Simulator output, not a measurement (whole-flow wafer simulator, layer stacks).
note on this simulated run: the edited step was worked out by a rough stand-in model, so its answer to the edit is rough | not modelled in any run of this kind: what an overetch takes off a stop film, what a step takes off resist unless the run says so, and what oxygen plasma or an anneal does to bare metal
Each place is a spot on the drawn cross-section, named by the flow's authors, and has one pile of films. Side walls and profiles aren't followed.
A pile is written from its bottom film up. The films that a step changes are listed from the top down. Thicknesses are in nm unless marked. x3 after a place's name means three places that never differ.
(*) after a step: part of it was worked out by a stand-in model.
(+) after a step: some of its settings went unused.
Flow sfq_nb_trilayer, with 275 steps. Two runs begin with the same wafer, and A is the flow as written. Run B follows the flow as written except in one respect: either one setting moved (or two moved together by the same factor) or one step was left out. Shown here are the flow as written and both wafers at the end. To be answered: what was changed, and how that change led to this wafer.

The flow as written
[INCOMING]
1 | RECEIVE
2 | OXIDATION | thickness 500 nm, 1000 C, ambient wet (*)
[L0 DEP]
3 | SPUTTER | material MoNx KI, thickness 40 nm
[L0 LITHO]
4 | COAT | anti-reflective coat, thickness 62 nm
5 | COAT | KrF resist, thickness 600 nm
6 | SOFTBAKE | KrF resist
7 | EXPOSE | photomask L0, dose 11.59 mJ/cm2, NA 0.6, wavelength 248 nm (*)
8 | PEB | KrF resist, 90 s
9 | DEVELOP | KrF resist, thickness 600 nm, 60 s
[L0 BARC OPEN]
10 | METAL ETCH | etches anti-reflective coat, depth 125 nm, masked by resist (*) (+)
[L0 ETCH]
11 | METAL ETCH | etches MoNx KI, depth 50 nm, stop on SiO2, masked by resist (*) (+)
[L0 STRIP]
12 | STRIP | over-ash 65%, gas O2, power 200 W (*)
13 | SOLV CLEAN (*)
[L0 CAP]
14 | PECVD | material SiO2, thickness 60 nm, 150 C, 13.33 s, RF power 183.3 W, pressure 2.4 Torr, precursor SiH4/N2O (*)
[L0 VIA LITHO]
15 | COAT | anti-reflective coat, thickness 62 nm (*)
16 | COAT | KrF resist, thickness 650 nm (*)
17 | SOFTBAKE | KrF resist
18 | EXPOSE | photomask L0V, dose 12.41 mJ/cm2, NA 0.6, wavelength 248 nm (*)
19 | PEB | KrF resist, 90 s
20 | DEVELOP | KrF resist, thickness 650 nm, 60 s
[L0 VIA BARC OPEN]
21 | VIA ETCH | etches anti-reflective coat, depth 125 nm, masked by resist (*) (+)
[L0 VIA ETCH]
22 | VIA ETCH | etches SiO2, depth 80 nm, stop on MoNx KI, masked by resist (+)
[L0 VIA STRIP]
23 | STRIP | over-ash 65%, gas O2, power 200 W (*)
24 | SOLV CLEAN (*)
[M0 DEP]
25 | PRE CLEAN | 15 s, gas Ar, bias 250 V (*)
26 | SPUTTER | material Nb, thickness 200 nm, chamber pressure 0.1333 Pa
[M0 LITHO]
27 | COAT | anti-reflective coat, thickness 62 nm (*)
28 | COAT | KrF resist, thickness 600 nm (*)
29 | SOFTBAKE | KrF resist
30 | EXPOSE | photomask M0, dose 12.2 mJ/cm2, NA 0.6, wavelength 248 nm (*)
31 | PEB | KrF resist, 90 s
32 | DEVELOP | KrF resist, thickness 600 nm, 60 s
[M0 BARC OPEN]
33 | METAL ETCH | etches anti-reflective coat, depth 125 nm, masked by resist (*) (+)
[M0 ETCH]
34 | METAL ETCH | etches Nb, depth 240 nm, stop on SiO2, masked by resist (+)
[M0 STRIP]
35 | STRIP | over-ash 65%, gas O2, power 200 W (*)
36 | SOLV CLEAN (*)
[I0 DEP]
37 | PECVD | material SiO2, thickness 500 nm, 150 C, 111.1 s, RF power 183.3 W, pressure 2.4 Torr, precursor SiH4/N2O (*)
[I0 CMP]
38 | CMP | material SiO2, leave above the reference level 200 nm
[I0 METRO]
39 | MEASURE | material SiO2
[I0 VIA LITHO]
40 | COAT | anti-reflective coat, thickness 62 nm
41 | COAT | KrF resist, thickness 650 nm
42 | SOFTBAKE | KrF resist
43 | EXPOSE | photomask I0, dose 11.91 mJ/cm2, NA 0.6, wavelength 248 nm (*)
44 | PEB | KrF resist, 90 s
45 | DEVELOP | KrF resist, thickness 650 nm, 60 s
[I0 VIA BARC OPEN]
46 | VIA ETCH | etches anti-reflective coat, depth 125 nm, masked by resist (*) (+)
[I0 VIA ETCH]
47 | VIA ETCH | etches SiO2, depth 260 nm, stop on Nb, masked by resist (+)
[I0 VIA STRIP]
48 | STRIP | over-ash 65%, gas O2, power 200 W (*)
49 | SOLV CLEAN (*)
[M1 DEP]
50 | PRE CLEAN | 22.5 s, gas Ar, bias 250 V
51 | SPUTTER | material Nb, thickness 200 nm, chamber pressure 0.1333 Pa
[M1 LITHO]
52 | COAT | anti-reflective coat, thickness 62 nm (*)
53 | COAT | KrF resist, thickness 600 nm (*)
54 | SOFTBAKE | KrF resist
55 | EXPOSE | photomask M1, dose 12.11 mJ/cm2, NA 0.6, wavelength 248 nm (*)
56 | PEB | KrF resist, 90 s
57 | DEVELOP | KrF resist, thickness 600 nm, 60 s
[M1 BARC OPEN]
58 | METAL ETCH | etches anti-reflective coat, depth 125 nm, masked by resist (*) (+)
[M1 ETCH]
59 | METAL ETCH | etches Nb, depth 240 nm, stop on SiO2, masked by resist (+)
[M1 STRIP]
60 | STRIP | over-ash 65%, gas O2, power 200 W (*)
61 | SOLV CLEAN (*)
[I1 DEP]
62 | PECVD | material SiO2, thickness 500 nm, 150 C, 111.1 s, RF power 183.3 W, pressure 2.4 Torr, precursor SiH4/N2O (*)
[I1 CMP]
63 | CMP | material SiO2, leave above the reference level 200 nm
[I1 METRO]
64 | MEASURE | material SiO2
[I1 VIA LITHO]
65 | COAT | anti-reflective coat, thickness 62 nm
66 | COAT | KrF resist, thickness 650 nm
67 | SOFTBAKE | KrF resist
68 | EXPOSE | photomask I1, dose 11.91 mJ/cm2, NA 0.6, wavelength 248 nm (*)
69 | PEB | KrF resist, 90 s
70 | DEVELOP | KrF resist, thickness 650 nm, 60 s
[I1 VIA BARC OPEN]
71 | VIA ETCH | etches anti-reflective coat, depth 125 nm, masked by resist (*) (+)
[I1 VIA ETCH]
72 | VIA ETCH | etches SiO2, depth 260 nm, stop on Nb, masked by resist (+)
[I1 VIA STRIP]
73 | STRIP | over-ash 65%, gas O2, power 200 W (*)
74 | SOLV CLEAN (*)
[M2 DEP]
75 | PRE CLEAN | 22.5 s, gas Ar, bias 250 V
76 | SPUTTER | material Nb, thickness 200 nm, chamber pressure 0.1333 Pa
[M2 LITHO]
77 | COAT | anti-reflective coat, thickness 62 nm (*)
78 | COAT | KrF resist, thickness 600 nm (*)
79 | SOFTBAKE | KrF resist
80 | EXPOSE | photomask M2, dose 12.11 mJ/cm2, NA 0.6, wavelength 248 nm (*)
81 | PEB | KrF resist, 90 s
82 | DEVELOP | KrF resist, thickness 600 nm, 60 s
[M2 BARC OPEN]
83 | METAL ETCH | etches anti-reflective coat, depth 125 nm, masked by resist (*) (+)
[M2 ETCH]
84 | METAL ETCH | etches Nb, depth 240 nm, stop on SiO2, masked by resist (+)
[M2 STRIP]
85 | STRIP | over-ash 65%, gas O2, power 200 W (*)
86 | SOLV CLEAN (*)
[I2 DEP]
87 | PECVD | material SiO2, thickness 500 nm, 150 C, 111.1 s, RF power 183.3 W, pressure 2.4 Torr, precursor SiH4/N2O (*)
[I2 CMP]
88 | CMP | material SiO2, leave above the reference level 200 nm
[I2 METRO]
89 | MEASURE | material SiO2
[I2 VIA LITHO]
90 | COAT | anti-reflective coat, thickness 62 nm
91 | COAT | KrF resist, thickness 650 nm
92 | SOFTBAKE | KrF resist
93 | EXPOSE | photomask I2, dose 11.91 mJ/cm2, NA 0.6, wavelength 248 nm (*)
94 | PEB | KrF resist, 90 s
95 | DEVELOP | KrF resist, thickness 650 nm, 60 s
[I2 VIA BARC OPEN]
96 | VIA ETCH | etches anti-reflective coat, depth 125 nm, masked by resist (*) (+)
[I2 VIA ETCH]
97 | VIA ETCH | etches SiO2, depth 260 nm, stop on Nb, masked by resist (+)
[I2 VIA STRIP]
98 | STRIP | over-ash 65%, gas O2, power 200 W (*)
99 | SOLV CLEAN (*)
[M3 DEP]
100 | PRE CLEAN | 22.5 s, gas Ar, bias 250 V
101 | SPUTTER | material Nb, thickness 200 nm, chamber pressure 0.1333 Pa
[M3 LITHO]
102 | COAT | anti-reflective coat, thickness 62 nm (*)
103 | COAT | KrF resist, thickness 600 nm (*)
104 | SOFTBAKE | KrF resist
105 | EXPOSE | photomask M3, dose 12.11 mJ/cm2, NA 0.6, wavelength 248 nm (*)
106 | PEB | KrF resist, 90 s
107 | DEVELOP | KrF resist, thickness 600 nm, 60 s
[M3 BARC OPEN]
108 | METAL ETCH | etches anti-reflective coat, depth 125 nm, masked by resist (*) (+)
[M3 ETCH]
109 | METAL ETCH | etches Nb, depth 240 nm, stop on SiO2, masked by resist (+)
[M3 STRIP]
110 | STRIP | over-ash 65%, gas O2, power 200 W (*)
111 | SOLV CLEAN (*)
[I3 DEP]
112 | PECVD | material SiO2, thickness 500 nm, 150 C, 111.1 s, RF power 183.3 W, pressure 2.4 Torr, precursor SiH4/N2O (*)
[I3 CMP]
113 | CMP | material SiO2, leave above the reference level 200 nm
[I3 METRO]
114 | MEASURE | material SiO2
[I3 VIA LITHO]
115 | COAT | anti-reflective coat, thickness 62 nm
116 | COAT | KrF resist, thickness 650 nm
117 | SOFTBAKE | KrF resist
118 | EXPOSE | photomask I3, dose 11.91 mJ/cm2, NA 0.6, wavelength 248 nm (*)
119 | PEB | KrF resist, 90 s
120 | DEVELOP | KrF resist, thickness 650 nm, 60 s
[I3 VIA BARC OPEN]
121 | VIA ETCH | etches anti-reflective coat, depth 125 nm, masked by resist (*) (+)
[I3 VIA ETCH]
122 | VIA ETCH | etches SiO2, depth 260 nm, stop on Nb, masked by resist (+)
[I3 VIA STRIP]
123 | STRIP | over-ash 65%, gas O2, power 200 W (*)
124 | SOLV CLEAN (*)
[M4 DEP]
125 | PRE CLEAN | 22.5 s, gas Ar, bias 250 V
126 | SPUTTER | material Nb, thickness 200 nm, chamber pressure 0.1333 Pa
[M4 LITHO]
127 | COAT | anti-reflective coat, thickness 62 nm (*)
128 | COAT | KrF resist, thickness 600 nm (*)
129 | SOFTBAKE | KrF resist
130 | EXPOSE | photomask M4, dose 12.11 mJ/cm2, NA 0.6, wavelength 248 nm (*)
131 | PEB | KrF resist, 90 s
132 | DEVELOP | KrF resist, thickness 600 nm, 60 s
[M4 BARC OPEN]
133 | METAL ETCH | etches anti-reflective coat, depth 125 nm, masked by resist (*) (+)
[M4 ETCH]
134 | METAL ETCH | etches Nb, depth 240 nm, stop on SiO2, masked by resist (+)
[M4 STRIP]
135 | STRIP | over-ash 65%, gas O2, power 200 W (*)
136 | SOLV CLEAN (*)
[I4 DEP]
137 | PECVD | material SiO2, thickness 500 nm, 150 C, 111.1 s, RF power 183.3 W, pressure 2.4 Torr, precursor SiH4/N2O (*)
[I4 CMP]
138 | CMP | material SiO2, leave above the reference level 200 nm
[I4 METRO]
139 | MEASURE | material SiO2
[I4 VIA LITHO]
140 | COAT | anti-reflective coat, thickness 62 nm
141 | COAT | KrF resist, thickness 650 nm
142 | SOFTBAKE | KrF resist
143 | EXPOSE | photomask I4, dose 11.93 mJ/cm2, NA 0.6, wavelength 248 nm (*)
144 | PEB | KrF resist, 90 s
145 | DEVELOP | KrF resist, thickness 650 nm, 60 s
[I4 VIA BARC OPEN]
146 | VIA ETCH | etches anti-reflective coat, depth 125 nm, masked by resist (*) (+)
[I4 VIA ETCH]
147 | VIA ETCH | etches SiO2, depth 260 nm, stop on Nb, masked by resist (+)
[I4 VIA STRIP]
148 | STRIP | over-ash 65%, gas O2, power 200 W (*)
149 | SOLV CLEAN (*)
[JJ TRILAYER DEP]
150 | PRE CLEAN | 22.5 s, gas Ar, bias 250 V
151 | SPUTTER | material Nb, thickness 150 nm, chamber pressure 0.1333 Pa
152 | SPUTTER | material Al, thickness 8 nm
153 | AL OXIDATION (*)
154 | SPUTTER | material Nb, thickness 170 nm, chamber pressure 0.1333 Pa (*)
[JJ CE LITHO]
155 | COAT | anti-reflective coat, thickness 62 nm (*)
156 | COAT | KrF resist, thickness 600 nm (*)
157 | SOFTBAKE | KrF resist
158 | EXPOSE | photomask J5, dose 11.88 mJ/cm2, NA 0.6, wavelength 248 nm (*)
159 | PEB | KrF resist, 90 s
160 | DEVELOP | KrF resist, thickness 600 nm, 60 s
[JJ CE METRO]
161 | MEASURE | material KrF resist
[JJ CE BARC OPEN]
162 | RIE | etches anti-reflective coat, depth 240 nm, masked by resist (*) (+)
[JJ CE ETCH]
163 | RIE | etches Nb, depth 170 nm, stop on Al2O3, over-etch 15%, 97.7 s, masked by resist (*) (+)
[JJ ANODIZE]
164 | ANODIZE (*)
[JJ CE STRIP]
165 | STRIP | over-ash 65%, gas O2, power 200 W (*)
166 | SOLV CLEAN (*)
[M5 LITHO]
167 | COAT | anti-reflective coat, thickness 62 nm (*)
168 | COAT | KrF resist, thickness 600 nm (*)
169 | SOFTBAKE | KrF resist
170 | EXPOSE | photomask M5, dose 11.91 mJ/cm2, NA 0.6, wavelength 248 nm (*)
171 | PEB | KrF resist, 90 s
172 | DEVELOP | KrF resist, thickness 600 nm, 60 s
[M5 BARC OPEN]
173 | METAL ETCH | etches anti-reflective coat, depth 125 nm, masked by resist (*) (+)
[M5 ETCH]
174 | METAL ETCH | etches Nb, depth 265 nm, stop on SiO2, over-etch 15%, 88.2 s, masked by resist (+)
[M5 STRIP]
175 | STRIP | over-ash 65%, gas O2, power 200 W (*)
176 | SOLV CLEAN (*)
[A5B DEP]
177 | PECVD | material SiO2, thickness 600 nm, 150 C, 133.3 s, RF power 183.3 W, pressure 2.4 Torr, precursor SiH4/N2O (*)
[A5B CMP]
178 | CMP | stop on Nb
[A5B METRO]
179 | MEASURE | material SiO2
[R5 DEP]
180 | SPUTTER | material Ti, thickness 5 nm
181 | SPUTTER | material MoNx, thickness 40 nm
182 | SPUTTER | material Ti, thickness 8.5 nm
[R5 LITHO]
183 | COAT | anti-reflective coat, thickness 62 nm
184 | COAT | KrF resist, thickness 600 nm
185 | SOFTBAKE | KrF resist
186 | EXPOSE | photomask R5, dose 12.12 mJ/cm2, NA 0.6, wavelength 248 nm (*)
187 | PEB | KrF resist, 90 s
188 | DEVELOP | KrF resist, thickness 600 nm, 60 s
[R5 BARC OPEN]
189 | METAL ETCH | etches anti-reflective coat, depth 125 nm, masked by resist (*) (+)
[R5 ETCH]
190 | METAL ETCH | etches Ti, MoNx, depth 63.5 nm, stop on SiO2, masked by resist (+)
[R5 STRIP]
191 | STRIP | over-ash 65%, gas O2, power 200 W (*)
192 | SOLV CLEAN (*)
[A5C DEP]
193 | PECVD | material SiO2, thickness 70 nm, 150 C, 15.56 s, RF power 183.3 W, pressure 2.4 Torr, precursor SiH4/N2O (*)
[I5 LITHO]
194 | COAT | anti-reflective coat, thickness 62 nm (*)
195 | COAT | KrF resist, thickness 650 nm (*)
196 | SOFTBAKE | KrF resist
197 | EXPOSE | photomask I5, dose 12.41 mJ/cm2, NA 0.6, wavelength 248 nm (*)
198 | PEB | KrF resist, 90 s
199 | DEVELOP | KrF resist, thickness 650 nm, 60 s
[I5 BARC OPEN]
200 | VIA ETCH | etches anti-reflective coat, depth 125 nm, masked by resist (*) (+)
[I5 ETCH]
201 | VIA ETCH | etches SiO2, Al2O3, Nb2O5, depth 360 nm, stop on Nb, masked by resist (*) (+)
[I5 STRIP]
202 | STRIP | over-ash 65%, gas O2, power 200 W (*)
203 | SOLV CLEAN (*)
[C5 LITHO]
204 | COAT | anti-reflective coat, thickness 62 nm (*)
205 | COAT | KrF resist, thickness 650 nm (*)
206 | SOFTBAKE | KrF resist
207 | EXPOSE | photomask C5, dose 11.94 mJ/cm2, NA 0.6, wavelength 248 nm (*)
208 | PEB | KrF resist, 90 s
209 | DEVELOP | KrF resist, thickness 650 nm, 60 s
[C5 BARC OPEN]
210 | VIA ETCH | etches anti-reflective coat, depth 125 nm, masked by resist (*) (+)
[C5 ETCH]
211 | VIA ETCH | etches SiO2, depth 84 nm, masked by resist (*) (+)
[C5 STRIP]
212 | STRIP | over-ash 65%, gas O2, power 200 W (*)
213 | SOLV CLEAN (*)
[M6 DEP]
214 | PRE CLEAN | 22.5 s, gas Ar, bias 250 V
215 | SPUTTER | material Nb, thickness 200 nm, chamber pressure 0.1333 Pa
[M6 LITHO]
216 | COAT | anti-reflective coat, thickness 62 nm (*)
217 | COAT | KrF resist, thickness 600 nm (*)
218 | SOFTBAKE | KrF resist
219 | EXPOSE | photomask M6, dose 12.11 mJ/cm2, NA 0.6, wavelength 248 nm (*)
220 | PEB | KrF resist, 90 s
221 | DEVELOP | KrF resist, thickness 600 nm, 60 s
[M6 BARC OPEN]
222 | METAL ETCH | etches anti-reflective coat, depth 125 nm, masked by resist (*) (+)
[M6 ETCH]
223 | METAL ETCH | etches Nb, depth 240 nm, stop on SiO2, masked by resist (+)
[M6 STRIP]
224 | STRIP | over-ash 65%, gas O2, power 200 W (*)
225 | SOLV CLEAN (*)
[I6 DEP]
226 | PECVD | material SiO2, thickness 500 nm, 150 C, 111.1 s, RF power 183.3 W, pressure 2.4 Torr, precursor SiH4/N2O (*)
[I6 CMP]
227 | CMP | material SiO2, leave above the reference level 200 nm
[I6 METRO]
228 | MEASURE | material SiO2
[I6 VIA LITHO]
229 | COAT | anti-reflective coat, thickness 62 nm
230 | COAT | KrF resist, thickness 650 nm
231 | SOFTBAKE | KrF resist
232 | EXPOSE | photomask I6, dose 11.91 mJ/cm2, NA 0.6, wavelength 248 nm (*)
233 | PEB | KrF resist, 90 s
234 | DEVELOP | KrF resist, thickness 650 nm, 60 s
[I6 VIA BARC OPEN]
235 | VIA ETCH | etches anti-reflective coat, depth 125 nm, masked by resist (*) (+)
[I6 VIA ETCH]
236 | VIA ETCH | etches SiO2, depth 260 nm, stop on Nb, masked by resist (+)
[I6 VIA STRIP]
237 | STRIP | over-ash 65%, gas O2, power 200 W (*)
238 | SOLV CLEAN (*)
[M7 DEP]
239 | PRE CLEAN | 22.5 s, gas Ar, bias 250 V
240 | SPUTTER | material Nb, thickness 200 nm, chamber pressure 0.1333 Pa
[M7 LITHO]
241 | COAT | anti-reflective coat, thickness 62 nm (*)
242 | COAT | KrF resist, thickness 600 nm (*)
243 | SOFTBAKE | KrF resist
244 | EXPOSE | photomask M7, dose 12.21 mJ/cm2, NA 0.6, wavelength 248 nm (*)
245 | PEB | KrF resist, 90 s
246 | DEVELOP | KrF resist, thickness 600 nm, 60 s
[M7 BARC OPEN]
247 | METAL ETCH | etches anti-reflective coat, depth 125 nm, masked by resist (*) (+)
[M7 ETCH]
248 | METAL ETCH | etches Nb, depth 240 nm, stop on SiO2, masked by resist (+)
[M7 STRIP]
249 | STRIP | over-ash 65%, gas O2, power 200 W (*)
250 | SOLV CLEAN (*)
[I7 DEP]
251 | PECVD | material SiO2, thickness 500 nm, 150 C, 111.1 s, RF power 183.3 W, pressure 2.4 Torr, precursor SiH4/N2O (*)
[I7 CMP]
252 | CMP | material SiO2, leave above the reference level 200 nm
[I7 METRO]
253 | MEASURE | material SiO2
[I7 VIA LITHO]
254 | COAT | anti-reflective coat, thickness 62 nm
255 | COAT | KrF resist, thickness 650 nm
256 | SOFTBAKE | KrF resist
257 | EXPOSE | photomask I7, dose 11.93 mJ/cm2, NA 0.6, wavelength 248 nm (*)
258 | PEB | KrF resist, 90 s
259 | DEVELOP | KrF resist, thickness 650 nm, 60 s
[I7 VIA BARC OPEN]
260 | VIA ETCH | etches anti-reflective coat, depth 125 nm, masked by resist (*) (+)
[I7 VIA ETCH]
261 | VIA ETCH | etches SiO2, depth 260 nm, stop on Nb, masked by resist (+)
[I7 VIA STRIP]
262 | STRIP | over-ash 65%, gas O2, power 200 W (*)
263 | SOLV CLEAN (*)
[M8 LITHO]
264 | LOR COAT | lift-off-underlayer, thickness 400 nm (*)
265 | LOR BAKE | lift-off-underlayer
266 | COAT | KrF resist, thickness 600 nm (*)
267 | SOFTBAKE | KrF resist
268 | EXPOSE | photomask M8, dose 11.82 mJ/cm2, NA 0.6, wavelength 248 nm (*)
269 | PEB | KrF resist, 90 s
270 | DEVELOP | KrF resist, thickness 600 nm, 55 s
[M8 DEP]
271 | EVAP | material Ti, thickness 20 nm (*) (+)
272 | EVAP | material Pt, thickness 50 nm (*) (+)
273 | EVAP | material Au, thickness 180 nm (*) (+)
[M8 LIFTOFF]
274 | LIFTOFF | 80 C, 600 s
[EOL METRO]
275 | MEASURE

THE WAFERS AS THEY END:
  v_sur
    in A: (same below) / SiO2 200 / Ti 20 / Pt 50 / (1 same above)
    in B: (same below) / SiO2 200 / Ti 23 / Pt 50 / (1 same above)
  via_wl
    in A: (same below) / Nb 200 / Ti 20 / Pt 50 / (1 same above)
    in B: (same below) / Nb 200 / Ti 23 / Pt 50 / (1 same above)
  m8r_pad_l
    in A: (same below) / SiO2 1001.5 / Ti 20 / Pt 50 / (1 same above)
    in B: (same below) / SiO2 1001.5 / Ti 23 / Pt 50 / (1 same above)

Cause: step 271, EVAP: thickness 23 nm was run, while the flow as written has thickness 20 nm.
One can read it off the wafer: v_sur has Ti 23, and step 271 as written asks for 20 nm.

The path from the change to this, step by step:
  271 | EVAP | material Ti, thickness 20 nm (*) (+)
      field_l, v_sur, via_wl and 103 more: A Ti gains 20 (new film) | B Ti gains 23 (new film)
  274 | LIFTOFF | 80 C, 600 s
      p4_fl, p4_fm, p4_w1 and 71 more: A Au loses 180 (all of it), Pt loses 50 (all of it), Ti loses 20 (all of it), KrF resist loses 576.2 (all of it), lift-off-underlayer loses 400 (all of it) | B Au loses 180 (all of it), Pt loses 50 (all of it), Ti loses 23 (all of it), KrF resist loses 576.2 (all of it), lift-off-underlayer loses 400 (all of it)
      c5j, ce_r: A Au loses 180 (all of it), Pt loses 50 (all of it), Ti loses 20 (all of it), KrF resist loses 573.3 (all of it), lift-off-underlayer loses 399.3 (all of it) | B Au loses 180 (all of it), Pt loses 50 (all of it), Ti loses 23 (all of it), KrF resist loses 573.3 (all of it), lift-off-underlayer loses 399.3 (all of it)
      (and at 19 other places as well)
